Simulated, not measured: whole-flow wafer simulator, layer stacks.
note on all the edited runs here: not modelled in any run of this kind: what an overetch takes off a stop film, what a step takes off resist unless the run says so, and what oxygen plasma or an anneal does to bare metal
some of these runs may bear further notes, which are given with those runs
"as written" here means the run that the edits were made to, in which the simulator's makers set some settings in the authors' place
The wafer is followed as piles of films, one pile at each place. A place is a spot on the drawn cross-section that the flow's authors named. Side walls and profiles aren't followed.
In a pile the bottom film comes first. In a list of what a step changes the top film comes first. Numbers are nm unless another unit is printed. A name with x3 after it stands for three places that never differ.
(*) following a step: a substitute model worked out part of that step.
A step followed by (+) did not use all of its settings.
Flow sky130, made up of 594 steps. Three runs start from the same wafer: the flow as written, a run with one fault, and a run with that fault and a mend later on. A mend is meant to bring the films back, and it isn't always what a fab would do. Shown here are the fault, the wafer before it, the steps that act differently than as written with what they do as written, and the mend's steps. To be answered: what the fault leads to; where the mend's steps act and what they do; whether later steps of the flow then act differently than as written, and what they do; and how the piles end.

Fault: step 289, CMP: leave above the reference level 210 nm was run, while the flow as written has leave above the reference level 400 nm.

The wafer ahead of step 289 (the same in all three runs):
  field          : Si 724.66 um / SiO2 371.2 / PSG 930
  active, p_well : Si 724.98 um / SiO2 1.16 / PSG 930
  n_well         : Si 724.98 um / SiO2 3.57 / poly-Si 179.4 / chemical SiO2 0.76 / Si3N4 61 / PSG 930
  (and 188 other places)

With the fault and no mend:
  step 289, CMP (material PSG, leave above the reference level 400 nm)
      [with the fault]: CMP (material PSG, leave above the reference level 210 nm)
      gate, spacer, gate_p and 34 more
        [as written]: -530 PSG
        [with the fault]: -720 PSG
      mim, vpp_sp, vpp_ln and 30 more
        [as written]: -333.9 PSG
        [with the fault]: -523.9 PSG
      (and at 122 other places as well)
  Steps further on in the flow that do not act as written:
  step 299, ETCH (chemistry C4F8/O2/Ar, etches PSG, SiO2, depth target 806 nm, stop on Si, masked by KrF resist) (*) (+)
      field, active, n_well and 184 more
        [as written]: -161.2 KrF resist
        [with the fault]: -136.4 KrF resist
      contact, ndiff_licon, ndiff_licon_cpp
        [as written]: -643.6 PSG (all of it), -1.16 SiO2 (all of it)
        [with the fault]: -453.6 PSG (all of it), -1.16 SiO2 (all of it)
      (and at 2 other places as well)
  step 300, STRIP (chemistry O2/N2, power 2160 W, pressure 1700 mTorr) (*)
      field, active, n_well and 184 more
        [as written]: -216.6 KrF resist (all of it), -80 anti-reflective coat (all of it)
        [with the fault]: -241.4 KrF resist (all of it), -80 anti-reflective coat (all of it)
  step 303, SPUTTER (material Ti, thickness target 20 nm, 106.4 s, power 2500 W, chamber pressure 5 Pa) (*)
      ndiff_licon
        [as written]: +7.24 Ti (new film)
        [with the fault]: +9.76 Ti (new film)
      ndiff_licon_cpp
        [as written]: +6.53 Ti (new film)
        [with the fault]: +8.79 Ti (new film)
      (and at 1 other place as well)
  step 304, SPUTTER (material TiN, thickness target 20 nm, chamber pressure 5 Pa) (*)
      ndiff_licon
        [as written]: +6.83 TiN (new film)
        [with the fault]: +9.34 TiN (new film)
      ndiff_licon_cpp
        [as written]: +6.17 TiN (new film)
        [with the fault]: +8.43 TiN (new film)
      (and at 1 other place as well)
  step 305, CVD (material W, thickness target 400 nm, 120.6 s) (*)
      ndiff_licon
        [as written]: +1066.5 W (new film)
        [with the fault]: +871.5 W (new film)
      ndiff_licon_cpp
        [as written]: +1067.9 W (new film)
        [with the fault]: +873.4 W (new film)
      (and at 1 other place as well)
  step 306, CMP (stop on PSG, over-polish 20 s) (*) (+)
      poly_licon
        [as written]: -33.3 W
        [with the fault]: -223.3 W
  At field, active, n_well and 190 more, the piles at the end differ from the flow's by more than 2% or 0.5 nm, whichever is larger.
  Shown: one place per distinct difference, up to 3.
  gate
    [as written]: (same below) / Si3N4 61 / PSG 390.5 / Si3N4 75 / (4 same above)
    [with the fault]: (same below) / Si3N4 61 / PSG 200.5 / Si3N4 75 / (4 same above)
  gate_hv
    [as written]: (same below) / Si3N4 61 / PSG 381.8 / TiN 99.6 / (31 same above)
    [with the fault]: (same below) / Si3N4 61 / PSG 191.8 / TiN 99.6 / (31 same above)
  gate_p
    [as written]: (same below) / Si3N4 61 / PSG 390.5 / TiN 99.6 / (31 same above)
    [with the fault]: (same below) / Si3N4 61 / PSG 200.5 / TiN 99.6 / (31 same above)

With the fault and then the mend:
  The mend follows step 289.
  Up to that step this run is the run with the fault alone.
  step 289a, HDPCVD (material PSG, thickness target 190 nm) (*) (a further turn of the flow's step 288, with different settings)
      field, active, n_well and 189 more
        +190 PSG
  Later steps of the flow that are run all act as written at every place that is followed, up to a difference of at most 2% or 0.5 nm, whichever is larger.
  When the end is reached, the piles differ only a little from the flow's at the places that both follow, at most by 2% or 0.5 nm, whichever is larger.
